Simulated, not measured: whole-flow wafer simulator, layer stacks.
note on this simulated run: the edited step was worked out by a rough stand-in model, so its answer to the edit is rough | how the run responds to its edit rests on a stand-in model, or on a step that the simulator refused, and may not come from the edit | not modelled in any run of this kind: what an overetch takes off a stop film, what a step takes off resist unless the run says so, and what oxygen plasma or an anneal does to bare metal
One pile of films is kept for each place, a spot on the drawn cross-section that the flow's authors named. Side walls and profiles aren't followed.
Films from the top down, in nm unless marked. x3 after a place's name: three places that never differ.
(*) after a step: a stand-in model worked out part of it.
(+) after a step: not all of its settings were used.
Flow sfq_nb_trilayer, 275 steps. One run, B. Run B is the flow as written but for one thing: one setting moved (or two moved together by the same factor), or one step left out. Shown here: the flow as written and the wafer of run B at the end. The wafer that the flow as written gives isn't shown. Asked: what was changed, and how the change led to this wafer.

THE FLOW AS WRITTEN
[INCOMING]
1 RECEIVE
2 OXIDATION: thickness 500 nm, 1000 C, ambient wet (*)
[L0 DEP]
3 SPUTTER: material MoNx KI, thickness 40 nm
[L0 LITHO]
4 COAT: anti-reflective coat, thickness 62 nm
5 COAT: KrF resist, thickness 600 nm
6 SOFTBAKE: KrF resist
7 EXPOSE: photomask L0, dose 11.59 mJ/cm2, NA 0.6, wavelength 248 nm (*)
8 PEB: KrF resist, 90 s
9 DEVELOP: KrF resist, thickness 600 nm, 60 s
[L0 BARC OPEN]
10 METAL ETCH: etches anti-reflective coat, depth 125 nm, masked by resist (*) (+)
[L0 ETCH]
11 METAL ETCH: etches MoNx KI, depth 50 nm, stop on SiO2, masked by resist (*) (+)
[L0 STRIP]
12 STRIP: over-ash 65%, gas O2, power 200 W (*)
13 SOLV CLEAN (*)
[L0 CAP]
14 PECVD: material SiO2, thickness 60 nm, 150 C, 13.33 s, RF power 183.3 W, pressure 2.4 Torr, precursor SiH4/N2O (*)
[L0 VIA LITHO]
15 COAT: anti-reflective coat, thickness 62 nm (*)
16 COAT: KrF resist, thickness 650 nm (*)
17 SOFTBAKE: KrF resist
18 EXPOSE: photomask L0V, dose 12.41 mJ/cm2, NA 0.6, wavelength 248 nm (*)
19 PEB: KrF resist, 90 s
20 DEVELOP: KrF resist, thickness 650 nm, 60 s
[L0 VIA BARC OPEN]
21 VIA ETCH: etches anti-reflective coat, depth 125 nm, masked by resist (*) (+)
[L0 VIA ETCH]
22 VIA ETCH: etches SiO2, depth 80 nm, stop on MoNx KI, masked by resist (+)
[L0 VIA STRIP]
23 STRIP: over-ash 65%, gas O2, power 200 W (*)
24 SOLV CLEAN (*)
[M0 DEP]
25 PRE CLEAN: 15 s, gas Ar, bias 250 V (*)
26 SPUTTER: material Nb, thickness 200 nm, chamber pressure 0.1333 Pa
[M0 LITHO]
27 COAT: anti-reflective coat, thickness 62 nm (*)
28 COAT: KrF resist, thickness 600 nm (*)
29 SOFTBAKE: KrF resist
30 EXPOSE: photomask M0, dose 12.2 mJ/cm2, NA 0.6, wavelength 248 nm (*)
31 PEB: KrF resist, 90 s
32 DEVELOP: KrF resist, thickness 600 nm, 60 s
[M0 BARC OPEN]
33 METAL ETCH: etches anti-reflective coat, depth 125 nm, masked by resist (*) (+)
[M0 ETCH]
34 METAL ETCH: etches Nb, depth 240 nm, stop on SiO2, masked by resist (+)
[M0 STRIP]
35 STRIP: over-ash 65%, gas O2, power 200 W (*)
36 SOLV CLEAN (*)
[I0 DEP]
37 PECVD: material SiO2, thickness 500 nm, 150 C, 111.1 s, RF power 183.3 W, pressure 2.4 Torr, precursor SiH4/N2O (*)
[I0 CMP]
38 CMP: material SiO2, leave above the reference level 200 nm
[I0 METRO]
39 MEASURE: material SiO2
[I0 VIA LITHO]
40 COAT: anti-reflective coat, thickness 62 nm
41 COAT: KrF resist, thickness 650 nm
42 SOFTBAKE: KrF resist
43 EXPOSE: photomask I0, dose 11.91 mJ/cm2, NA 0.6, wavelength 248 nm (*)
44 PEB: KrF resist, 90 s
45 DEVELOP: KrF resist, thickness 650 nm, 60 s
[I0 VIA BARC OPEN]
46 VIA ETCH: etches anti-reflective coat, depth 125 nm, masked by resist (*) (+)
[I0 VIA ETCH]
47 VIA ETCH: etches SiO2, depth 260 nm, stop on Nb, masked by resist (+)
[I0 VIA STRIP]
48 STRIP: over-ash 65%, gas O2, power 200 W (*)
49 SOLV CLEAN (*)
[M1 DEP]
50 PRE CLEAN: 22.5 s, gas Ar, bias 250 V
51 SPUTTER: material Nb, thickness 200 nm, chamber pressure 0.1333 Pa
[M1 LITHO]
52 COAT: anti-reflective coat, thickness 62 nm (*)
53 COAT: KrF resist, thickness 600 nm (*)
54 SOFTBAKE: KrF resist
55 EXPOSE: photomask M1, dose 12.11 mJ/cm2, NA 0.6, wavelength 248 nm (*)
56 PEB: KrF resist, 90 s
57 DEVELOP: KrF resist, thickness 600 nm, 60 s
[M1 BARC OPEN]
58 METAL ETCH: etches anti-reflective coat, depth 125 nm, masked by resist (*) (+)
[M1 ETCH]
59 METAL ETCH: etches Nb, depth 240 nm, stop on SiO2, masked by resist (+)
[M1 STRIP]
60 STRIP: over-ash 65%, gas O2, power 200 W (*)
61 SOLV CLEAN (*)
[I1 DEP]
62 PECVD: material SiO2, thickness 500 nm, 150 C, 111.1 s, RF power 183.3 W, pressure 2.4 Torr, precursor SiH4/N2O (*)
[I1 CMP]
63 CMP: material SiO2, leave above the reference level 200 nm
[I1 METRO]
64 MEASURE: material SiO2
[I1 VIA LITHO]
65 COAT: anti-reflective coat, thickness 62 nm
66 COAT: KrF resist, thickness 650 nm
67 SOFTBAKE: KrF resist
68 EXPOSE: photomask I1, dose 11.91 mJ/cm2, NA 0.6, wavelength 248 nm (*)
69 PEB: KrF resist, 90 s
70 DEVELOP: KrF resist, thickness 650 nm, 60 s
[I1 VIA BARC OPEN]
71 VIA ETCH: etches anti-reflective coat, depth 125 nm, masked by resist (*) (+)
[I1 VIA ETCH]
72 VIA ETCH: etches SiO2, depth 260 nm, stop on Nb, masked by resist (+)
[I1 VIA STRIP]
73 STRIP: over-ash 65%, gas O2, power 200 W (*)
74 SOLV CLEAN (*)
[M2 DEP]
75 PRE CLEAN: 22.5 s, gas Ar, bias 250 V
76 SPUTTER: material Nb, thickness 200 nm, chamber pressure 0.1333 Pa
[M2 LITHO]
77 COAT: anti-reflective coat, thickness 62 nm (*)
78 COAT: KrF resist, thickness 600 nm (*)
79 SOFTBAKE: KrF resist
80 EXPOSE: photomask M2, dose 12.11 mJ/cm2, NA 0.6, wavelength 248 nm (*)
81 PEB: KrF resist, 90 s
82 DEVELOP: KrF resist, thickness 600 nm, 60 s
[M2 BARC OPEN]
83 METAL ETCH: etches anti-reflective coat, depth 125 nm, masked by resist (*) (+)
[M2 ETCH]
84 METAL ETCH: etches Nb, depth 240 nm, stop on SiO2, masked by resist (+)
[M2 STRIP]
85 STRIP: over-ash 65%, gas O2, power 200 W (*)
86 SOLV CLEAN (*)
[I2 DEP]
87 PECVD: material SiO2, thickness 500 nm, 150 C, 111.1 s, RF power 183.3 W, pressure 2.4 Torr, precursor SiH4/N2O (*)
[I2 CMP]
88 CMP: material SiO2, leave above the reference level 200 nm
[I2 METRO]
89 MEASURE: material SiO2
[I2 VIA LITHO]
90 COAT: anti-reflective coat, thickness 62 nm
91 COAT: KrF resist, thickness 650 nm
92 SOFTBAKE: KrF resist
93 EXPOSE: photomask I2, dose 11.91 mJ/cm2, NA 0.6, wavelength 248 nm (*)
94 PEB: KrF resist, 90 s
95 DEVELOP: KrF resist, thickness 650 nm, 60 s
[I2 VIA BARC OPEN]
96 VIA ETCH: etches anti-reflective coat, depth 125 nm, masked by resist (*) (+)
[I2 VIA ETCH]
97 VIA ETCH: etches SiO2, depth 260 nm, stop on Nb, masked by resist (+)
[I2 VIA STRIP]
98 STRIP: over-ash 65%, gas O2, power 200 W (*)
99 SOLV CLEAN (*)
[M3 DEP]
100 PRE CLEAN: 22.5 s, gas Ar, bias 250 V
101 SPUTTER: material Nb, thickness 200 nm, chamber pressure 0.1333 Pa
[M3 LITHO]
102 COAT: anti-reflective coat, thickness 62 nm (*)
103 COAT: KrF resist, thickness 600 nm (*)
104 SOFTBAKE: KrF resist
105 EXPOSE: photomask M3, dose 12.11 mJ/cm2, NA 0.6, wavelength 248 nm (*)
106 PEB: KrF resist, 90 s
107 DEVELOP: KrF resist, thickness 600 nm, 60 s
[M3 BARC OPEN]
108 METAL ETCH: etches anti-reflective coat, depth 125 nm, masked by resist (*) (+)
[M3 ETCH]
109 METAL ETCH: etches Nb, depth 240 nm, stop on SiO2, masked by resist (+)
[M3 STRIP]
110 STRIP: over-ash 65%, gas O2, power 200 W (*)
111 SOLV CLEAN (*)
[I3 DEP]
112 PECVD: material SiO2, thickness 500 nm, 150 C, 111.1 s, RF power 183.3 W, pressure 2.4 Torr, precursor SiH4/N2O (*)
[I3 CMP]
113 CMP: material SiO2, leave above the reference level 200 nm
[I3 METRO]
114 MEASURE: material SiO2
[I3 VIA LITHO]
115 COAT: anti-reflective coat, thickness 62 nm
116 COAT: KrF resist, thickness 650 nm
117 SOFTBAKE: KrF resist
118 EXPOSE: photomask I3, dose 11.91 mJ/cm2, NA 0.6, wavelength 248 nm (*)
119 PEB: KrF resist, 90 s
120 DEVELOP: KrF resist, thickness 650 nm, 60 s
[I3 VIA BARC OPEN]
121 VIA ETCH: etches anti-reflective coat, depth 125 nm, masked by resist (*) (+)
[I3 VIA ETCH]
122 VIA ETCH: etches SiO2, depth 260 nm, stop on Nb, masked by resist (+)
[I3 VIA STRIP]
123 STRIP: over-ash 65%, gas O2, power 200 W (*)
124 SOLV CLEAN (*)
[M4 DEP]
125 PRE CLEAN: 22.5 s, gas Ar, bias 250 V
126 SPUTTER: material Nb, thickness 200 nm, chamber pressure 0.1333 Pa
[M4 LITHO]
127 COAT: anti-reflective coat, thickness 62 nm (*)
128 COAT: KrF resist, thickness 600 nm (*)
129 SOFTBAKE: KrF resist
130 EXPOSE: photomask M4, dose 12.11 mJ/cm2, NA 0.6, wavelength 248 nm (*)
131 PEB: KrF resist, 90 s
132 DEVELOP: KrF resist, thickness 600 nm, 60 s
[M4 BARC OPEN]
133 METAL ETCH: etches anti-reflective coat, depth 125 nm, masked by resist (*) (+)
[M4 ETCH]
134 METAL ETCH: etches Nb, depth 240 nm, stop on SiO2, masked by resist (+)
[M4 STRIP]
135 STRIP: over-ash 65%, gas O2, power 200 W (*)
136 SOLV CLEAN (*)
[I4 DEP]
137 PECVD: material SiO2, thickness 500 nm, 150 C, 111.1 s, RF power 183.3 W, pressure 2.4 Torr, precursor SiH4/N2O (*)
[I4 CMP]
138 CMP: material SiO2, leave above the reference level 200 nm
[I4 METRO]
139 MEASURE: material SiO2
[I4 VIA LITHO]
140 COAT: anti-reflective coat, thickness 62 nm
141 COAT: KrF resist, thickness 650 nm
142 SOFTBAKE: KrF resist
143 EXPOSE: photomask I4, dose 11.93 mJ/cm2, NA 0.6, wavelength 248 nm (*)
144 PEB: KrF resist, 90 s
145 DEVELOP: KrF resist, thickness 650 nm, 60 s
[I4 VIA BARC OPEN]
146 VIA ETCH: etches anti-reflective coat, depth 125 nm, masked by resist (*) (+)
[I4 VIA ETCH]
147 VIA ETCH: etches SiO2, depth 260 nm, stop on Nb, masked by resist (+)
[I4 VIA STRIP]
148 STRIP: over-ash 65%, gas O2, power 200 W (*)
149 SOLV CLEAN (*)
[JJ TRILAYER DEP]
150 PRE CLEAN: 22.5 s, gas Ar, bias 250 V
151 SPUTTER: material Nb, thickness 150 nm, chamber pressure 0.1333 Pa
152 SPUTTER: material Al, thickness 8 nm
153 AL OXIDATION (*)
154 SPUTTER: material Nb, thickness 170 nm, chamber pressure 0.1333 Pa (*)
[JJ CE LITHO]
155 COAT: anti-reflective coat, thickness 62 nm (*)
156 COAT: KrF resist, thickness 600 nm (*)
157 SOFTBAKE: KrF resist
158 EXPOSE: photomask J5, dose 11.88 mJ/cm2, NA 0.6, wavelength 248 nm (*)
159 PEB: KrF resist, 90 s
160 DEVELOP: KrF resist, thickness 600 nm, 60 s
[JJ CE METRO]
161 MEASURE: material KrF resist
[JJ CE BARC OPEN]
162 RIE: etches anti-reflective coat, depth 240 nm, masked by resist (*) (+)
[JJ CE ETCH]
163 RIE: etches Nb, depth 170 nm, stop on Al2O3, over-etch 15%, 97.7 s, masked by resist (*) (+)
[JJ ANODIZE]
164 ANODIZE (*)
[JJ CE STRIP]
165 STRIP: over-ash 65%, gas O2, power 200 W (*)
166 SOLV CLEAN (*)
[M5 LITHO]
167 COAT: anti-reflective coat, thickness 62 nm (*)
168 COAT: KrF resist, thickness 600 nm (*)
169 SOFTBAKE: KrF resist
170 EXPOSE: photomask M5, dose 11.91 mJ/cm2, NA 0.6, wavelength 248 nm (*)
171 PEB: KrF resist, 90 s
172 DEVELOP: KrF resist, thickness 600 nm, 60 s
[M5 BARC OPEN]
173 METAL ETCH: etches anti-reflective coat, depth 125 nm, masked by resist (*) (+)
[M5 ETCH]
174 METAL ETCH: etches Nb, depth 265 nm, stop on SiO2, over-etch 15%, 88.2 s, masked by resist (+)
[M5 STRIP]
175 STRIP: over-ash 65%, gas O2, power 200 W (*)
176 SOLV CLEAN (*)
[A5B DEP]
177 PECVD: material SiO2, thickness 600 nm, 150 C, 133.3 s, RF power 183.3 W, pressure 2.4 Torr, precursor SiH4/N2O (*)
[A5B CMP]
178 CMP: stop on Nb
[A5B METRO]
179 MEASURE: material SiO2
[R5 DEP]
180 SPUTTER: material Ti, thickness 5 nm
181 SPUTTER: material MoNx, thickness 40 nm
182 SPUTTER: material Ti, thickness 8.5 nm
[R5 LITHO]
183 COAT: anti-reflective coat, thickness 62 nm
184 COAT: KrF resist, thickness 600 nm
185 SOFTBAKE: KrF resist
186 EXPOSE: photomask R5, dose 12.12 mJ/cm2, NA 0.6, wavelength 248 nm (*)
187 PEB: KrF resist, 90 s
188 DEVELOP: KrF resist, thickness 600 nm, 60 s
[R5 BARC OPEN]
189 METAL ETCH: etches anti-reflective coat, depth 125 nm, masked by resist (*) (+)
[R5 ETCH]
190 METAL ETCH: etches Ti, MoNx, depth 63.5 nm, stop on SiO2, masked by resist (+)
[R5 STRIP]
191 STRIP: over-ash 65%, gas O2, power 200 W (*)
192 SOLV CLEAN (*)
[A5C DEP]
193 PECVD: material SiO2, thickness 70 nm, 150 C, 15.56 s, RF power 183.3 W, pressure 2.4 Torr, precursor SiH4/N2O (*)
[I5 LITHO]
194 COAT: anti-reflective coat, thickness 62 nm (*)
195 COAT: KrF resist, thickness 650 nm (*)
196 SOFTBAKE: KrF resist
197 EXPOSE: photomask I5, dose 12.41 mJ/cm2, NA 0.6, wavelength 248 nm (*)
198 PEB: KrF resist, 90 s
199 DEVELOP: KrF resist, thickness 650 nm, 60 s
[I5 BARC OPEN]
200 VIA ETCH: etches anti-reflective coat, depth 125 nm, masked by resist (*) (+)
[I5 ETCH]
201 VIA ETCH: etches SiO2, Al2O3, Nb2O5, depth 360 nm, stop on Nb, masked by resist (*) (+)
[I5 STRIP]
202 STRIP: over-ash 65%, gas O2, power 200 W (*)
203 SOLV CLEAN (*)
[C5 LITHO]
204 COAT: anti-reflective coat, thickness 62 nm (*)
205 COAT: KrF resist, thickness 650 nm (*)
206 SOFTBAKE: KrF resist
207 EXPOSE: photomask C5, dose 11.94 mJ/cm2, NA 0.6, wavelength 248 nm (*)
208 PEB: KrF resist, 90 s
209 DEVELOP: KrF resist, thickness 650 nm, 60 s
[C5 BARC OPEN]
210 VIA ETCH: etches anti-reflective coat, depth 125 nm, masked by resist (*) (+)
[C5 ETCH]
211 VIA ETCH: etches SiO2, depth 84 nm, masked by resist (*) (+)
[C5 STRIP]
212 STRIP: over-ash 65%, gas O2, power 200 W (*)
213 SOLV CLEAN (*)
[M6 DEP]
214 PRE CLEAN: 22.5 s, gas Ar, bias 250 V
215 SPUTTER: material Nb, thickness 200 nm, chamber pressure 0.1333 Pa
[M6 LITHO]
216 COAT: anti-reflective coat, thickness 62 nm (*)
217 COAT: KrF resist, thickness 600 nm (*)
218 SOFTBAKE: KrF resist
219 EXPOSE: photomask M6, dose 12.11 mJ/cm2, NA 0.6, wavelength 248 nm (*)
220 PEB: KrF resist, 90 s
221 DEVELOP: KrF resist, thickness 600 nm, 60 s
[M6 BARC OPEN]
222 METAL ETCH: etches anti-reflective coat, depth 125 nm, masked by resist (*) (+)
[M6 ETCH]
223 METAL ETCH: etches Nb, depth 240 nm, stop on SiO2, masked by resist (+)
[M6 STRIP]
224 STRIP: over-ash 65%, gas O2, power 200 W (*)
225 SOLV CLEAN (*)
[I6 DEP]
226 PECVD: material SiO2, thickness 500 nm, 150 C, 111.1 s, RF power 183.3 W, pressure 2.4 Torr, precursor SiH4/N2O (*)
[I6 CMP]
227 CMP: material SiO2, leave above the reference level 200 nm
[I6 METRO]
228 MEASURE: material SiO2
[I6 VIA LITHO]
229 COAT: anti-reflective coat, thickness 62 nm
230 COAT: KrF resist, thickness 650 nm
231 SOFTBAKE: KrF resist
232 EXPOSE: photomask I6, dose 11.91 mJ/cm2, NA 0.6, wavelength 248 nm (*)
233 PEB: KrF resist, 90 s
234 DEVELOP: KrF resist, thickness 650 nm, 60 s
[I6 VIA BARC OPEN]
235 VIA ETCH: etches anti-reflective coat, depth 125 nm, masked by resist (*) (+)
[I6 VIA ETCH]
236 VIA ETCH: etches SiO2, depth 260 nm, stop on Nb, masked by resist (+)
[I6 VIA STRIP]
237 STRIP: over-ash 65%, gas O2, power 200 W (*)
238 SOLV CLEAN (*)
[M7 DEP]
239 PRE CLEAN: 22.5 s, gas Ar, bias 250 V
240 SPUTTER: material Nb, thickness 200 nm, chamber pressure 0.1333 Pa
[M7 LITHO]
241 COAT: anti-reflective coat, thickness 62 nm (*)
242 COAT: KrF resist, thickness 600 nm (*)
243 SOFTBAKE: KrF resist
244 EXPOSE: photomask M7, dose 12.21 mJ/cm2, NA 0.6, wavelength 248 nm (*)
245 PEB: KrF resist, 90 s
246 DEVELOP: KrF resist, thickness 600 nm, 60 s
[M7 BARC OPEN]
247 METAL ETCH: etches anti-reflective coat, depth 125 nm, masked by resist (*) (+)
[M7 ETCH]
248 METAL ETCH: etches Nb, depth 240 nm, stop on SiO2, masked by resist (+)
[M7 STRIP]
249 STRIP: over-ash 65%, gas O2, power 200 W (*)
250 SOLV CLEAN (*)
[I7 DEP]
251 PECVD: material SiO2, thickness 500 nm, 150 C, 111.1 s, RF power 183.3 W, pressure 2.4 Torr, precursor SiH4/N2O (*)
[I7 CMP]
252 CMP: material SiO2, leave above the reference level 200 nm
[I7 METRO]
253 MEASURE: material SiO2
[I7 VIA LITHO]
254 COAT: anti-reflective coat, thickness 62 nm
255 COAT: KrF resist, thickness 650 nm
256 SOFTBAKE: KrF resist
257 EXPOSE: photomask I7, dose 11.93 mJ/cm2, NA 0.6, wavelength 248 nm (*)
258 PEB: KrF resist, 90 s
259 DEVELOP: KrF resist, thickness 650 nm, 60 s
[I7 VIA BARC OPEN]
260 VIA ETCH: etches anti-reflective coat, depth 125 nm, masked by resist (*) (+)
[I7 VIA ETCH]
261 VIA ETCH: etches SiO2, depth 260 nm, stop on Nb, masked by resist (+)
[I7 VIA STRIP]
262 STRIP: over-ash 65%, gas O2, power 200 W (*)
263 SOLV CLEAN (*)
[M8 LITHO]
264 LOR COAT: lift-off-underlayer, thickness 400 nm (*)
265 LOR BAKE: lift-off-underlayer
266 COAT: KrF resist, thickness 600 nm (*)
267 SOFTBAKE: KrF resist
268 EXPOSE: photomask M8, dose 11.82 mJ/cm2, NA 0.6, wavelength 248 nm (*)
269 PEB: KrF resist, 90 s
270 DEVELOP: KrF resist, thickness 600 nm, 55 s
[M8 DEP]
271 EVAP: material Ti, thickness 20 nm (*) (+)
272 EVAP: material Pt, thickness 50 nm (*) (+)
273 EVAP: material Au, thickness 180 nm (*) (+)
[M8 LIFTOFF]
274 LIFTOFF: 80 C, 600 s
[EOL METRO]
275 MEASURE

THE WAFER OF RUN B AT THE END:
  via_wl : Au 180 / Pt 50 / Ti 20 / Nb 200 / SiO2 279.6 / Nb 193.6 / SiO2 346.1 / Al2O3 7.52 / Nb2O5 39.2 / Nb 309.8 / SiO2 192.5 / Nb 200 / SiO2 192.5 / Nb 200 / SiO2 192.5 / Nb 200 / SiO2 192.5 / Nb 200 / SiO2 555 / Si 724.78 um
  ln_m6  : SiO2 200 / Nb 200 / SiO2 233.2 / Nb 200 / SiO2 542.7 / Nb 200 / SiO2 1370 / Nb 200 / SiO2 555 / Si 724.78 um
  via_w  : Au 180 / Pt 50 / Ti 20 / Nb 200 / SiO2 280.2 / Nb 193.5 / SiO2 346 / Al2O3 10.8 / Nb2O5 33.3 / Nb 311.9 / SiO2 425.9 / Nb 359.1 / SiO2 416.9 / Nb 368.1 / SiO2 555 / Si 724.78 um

The cause: step 177, PECVD: thickness 300 nm was run, where the flow has thickness 600 nm; step 177, PECVD: 66.67 s was run, where the flow has 133.3 s.

How the change led to this, step by step:
  177 PECVD: material SiO2, thickness 600 nm, 150 C, 133.3 s, RF power 183.3 W, pressure 2.4 Torr, precursor SiH4/N2O (*)
      v_sur, via_sp, via_v and 47 more: SiO2 +300 (new film) (as written it would be: SiO2 +600 (new film))
      field_l, p4_fl, p4_fm and 39 more: SiO2 +300 (as written it would be: SiO2 +600)
      (and at 14 more places)
  178 CMP: stop on Nb
      field_l, p4_fl, p4_fm and 39 more: nothing (as written it would be: SiO2 -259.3)
      r_sur, res, r_end, moat, field_r, lsp_l: nothing (as written it would be: SiO2 -252.3)
      (and at 58 more places)
  180 SPUTTER: material Ti, thickness 5 nm
      via_wl, via_wr: Ti +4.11 (new film) (as written it would be: Ti +5 (new film))
  181 SPUTTER: material MoNx, thickness 40 nm
      via_wl, via_wr: MoNx +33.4 (new film) (as written it would be: MoNx +40 (new film))
      r_sur: MoNx +38.4 (new film) (as written it would be: MoNx +40 (new film))
  182 SPUTTER: material Ti, thickness 8.5 nm
      via_wl, via_wr: Ti +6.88 (new film) (as written it would be: Ti +8.5 (new film))
  183 COAT: anti-reflective coat, thickness 62 nm
      be, be_sur, gap, jj_sur: anti-reflective coat +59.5 (new film) (as written it would be: anti-reflective coat +62 (new film))
      wire, ce_l, c5j: anti-reflective coat +59.4 (new film) (as written it would be: anti-reflective coat +62 (new film))
      (and at 42 more places)
  184 COAT: KrF resist, thickness 600 nm
      m5r_line_l x2: KrF resist +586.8 (new film) (as written it would be: KrF resist +600 (new film))
      v_sur: KrF resist +580.1 (new film) (as written it would be: KrF resist +600 (new film))
      (and at 12 more places)
  188 DEVELOP: KrF resist, thickness 600 nm, 60 s
      m5r_line_l x2: KrF resist -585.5 (all of it) (as written it would be: KrF resist -598.7 (all of it))
      v_sur: KrF resist -578.8 (all of it) (as written it would be: KrF resist -598.7 (all of it))
      (and at 11 more places)
  189 METAL ETCH: etches anti-reflective coat, depth 125 nm, masked by resist (*) (+)
      be_r, r_sur, res, r_end, r5r_line_l, r5r_line_c, r5r_line_r: KrF resist -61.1 (as written it would be: KrF resist -51.7)
      be, be_sur, gap, jj_sur: anti-reflective coat -59.5 (all of it) (as written it would be: anti-reflective coat -62 (all of it))
      (and at 41 more places)
  190 METAL ETCH: etches Ti, MoNx, depth 63.5 nm, stop on SiO2, masked by resist (+)
      via_wl, via_wr: Ti -6.88 (all of it), MoNx -33.4 (all of it), Ti -4.11 (all of it) (as written it would be: Ti -8.5 (all of it), MoNx -40 (all of it), Ti -5 (all of it))
  191 STRIP: over-ash 65%, gas O2, power 200 W (*)
      be_r: KrF resist -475 (all of it), anti-reflective coat -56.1 (all of it) (as written it would be: KrF resist -498.2 (all of it), anti-reflective coat -62 (all of it))
      r_sur: KrF resist -493.4 (all of it), anti-reflective coat -76.8 (all of it) (as written it would be: KrF resist -498.2 (all of it), anti-reflective coat -62 (all of it))
      (and at 2 more places)
  194 COAT: anti-reflective coat, thickness 62 nm (*)
      wl_b_sr, wl_e_sl, wl_e_sr: anti-reflective coat +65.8 (new film) (as written it would be: anti-reflective coat +62 (new film))
      be_sur, gap: anti-reflective coat +60 (new film) (as written it would be: anti-reflective coat +62.4 (new film))
      (and at 44 more places)
  195 COAT: KrF resist, thickness 650 nm (*)
      m5r_line_l x2: KrF resist +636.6 (new film) (as written it would be: KrF resist +650 (new film))
      v_sur: KrF resist +630.1 (new film) (as written it would be: KrF resist +650.6 (new film))
      (and at 10 more places)
  200 VIA ETCH: etches anti-reflective coat, depth 125 nm, masked by resist (*) (+)
      field_l, v_sur, via_wl and 102 more: KrF resist -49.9 (as written it would be: KrF resist -52)
      be: anti-reflective coat -59.9 (all of it), SiO2 -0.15 (as written it would be: anti-reflective coat -62.4 (all of it), SiO2 -0.16)
  202 STRIP: over-ash 65%, gas O2, power 200 W (*)
      wl_b_sr, wl_e_sr: KrF resist -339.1 (all of it), anti-reflective coat -65.8 (all of it) (as written it would be: KrF resist -333 (all of it), anti-reflective coat -62 (all of it))
      m5r_line_l x2: KrF resist -321.8 (all of it), anti-reflective coat -55.5 (all of it) (as written it would be: KrF resist -333.1 (all of it), anti-reflective coat -62 (all of it))
      (and at 47 more places)
  204 COAT: anti-reflective coat, thickness 62 nm (*)
      wl_b_sr, wl_e_sl, wl_e_sr: anti-reflective coat +65.8 (new film) (as written it would be: anti-reflective coat +62 (new film))
      wl_b_sl, wl_g_sl: anti-reflective coat +66 (new film) (as written it would be: anti-reflective coat +62 (new film))
      (and at 44 more places)
  ... 9 more steps ...
  227 CMP: material SiO2, leave above the reference level 200 nm
      field_l, p4_fl, p4_fm and 35 more: SiO2 -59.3 (as written it would be: SiO2 -100)
      ln_m6, wl_a_m6, wl_c_m6, wl_f_m6: SiO2 -259.3 (as written it would be: SiO2 -300)
      (and at 14 more places)
